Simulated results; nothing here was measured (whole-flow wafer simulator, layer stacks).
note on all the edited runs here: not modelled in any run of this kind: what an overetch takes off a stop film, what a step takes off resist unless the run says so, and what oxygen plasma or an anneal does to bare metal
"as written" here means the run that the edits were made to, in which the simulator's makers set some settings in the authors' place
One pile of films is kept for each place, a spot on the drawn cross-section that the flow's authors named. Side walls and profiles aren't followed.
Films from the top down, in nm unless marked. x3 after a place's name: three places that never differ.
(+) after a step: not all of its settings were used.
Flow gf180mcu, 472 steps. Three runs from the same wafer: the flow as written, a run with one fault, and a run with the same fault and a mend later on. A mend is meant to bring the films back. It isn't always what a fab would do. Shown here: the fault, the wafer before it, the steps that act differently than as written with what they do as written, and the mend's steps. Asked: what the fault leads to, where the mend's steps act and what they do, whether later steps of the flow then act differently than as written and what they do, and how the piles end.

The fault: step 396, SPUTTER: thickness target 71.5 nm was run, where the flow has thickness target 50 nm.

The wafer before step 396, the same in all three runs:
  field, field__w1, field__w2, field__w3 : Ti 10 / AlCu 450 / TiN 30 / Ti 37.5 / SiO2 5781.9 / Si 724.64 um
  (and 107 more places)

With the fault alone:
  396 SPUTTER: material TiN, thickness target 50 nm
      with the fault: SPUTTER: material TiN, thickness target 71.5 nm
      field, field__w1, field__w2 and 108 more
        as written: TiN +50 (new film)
        with the fault: TiN +71.5 (new film)
  Later steps of the flow that act differently than as written (1 more step differs only slightly, by at most 2% or 0.5 nm, whichever is larger, and isn't shown):
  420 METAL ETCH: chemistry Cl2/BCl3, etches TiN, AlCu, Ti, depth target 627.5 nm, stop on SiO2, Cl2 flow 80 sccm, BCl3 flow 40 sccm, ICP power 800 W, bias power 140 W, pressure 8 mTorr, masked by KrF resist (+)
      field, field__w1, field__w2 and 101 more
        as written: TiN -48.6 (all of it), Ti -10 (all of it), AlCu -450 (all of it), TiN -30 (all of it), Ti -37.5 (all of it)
        with the fault: TiN -70.1 (all of it), Ti -10 (all of it), AlCu -450 (all of it), TiN -30 (all of it), Ti -37.5 (all of it)
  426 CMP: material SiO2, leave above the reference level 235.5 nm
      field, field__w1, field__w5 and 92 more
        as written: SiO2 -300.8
        with the fault: SiO2 -279.3
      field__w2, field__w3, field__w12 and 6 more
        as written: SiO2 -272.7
        with the fault: SiO2 -250.2
  At the end the piles differ from the flow's by more than 2% or 0.5 nm, whichever is larger, at field__w4, field__w8, contact, m1, m1__w1, mim, mim_1p0, m1_nw.
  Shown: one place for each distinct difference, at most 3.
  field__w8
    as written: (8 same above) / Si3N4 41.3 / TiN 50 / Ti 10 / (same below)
    with the fault: (8 same above) / Si3N4 41.3 / TiN 71.5 / Ti 10 / (same below)
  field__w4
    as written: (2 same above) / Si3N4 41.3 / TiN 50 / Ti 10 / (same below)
    with the fault: (2 same above) / Si3N4 41.3 / TiN 71.5 / Ti 10 / (same below)
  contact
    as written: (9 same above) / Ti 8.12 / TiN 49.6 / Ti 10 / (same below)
    with the fault: (9 same above) / Ti 8.12 / TiN 71.1 / Ti 10 / (same below)

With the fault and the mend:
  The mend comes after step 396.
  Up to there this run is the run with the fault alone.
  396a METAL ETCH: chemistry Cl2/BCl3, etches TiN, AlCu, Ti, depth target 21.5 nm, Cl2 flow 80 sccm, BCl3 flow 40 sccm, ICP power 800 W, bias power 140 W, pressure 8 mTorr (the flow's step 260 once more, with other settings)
      field, field__w1, field__w2 and 108 more
        TiN -21.5
  No later step of the flow acts differently than as written at any place that is followed.
  At the end the piles are the same as the flow's at every place that both follow.
